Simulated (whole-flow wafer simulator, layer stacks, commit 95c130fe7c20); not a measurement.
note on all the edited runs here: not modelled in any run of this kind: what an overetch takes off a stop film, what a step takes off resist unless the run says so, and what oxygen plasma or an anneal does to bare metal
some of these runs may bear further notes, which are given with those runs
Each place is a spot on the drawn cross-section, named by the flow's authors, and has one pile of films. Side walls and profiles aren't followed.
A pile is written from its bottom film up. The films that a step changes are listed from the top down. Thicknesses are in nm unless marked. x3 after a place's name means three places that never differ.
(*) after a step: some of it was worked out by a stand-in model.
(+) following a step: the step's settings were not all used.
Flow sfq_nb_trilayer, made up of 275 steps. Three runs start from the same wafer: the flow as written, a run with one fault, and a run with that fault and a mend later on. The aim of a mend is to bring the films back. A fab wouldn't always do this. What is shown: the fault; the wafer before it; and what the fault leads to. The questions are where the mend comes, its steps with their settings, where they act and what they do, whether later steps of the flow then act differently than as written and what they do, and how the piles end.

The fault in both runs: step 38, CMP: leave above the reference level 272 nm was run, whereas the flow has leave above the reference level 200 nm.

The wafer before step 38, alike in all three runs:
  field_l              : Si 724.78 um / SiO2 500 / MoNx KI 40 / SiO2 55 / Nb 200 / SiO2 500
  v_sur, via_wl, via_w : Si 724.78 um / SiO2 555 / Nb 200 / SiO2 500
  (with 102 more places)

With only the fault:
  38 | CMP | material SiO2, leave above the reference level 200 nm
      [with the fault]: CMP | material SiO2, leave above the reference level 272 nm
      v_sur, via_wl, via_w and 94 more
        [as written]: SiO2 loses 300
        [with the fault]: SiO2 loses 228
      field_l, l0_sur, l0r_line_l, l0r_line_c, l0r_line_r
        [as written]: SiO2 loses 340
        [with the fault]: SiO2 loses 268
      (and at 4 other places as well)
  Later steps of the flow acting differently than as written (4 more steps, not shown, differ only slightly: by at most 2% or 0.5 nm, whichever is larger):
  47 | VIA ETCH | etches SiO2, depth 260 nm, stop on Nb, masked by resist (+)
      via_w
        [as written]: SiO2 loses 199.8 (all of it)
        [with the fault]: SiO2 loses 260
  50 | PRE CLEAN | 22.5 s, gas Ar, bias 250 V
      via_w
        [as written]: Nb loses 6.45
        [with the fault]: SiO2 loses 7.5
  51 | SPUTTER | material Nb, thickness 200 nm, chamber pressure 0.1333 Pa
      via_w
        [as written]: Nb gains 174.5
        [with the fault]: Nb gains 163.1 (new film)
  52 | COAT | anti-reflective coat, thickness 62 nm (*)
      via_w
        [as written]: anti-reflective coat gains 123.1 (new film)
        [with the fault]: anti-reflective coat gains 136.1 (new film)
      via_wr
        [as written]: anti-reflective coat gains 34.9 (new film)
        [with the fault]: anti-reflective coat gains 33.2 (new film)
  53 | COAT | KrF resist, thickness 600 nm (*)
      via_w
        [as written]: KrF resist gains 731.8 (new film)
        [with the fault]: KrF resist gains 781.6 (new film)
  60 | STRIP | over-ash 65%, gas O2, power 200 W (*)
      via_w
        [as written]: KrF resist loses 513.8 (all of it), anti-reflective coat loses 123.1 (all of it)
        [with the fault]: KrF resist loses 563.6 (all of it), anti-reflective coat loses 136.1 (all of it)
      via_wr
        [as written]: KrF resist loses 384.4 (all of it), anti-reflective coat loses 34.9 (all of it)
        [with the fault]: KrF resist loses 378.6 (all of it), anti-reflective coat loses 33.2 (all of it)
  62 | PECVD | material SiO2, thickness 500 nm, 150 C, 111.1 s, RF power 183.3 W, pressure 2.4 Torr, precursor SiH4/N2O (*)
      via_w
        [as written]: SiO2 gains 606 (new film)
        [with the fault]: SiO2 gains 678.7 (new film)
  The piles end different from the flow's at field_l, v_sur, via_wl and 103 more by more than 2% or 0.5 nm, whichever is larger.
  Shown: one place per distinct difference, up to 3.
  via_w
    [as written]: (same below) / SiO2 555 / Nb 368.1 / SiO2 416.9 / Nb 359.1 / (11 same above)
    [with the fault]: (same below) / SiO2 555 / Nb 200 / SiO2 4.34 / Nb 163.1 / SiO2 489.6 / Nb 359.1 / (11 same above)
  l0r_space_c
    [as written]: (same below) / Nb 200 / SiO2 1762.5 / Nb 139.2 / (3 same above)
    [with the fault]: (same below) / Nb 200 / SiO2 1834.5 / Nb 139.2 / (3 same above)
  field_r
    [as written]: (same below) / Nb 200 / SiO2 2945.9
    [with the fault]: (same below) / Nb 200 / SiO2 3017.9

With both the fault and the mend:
  After step 39 comes the mend.
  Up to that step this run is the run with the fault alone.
  39a | CMP | material SiO2, leave above the reference level 200 nm (the flow's step 38 again)
      field_l, v_sur, via_wl and 103 more
        SiO2 loses 72
  Later steps of the flow that are run all act as written at every place that is followed.
  The piles end the same as the flow's at every place that both follow.
